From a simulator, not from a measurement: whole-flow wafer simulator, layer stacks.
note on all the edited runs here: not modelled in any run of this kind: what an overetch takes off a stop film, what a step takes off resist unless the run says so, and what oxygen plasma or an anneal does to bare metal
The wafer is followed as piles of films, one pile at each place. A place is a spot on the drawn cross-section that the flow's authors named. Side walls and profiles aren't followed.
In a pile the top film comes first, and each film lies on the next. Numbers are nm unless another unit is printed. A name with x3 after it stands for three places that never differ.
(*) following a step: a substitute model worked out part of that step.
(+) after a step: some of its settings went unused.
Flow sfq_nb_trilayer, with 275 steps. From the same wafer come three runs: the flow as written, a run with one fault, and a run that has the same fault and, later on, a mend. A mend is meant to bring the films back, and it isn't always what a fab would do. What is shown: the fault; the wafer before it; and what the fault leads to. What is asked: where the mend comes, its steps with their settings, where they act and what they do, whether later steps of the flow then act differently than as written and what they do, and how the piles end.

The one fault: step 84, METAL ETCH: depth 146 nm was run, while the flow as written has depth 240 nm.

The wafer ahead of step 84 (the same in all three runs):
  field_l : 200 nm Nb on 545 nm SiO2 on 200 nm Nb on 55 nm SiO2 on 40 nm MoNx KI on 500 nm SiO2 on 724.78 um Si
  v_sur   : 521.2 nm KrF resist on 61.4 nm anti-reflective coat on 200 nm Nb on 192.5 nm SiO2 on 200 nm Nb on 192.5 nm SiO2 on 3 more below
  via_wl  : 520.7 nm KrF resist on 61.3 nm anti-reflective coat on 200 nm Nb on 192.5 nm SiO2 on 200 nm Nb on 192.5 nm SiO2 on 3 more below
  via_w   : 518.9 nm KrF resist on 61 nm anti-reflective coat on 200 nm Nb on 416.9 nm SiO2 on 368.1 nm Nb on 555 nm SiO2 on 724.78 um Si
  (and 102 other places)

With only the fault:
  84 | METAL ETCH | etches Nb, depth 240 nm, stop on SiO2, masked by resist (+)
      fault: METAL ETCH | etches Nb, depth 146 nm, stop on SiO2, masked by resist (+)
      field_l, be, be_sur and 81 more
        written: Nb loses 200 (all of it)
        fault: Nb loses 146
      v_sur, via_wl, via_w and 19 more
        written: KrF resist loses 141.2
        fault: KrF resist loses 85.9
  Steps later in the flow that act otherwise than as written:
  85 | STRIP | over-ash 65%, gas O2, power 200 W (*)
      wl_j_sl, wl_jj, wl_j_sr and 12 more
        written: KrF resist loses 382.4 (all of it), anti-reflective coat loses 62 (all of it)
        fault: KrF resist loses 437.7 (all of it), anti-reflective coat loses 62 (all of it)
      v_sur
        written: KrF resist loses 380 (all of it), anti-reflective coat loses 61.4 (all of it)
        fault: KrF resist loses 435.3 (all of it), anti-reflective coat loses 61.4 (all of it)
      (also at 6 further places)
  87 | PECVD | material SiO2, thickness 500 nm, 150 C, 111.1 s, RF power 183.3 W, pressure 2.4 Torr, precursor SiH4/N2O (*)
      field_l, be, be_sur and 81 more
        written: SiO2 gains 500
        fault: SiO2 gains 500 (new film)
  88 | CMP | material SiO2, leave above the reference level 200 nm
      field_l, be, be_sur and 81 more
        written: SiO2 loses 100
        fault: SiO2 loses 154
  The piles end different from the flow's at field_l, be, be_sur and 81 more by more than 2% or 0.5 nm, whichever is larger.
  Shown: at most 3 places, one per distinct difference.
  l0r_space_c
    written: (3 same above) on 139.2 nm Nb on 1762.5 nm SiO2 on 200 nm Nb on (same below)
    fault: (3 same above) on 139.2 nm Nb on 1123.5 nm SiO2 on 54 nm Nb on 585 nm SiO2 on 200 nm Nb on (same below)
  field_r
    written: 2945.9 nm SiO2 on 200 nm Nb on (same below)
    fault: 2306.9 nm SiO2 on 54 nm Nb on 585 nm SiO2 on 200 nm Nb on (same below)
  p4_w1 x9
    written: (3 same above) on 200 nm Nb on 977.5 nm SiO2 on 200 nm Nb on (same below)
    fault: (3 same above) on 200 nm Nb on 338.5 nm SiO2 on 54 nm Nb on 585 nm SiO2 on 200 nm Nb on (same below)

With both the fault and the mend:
  The mend stands after step 84.
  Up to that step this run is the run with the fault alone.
  84a | METAL ETCH | etches Nb, depth 94 nm, stop on SiO2, masked by resist (+) (a further turn of the flow's step 84, with different settings)
      field_l, be, be_sur and 81 more
        Nb loses 54 (all of it)
      v_sur, via_wl, via_w and 19 more
        KrF resist loses 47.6
  Steps later in the flow that act otherwise than as written:
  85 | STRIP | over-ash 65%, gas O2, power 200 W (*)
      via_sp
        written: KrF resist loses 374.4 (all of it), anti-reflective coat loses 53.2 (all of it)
        mend: KrF resist loses 382.1 (all of it), anti-reflective coat loses 53.2 (all of it)
  By the end, the piles equal the flow's at every place that both follow.
